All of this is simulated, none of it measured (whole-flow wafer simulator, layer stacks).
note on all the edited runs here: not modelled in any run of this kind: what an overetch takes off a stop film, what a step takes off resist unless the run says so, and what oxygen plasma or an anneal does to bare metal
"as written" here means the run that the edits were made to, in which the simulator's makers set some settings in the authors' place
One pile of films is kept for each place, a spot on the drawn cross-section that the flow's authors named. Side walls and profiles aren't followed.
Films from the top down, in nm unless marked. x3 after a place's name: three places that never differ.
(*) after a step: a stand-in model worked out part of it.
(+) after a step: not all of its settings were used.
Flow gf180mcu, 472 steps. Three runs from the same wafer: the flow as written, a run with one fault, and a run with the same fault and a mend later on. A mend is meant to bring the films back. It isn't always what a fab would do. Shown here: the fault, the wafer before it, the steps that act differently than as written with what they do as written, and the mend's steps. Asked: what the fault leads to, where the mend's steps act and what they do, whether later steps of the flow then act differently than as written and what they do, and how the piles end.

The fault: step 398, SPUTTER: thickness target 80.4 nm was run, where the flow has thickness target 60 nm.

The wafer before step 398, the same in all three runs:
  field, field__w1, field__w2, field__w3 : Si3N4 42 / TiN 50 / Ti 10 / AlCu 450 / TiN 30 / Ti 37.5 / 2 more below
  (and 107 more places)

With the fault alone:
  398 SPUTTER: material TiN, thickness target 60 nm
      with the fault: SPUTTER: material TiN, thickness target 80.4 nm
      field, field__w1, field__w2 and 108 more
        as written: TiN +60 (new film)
        with the fault: TiN +80.4 (new film)
  Later steps of the flow that act differently than as written (5 more steps differ only slightly, by at most 2% or 0.5 nm, whichever is larger, and aren't shown):
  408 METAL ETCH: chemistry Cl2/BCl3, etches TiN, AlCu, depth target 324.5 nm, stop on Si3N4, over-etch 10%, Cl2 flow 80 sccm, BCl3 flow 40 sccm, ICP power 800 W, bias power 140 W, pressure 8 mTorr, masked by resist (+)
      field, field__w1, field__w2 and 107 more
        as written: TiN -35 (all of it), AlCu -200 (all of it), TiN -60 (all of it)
        with the fault: TiN -35 (all of it), AlCu -200 (all of it), TiN -80.4 (all of it)
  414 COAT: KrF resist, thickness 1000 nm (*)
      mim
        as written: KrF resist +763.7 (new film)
        with the fault: KrF resist +748.3 (new film)
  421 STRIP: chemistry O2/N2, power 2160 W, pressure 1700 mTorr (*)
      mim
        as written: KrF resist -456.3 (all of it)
        with the fault: KrF resist -441.1 (all of it)
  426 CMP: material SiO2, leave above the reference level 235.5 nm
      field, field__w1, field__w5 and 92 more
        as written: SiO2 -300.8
        with the fault: SiO2 -280.4
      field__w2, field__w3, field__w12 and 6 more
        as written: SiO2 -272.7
        with the fault: SiO2 -252.3
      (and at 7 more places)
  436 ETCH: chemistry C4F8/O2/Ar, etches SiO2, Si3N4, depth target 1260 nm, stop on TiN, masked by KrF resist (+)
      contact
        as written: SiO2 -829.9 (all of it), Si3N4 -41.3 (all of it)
        with the fault: SiO2 -850.3 (all of it), Si3N4 -41.3 (all of it)
  At the end the piles differ from the flow's by more than 2% or 0.5 nm, whichever is larger, at field__w8, contact, m1, m1__w1, mim, m1_nw.
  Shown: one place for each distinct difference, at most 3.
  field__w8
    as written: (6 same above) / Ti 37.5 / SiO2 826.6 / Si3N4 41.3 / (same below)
    with the fault: (6 same above) / Ti 37.5 / SiO2 847 / Si3N4 41.3 / (same below)
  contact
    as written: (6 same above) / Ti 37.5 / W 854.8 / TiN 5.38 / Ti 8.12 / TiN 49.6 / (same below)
    with the fault: (6 same above) / Ti 37.5 / W 875.4 / TiN 5.32 / Ti 8.02 / TiN 49.6 / (same below)
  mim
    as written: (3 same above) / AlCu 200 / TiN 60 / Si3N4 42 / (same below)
    with the fault: (3 same above) / AlCu 200 / TiN 80.4 / Si3N4 42 / (same below)

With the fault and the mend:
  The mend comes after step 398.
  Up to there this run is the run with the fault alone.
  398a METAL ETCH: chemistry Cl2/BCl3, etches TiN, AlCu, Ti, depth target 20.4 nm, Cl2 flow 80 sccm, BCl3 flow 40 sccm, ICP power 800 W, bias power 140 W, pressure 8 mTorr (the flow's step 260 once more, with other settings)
      field, field__w1, field__w2 and 108 more
        TiN -20.4
  No later step of the flow acts differently than as written at any place that is followed.
  At the end the piles are the same as the flow's at every place that both follow.
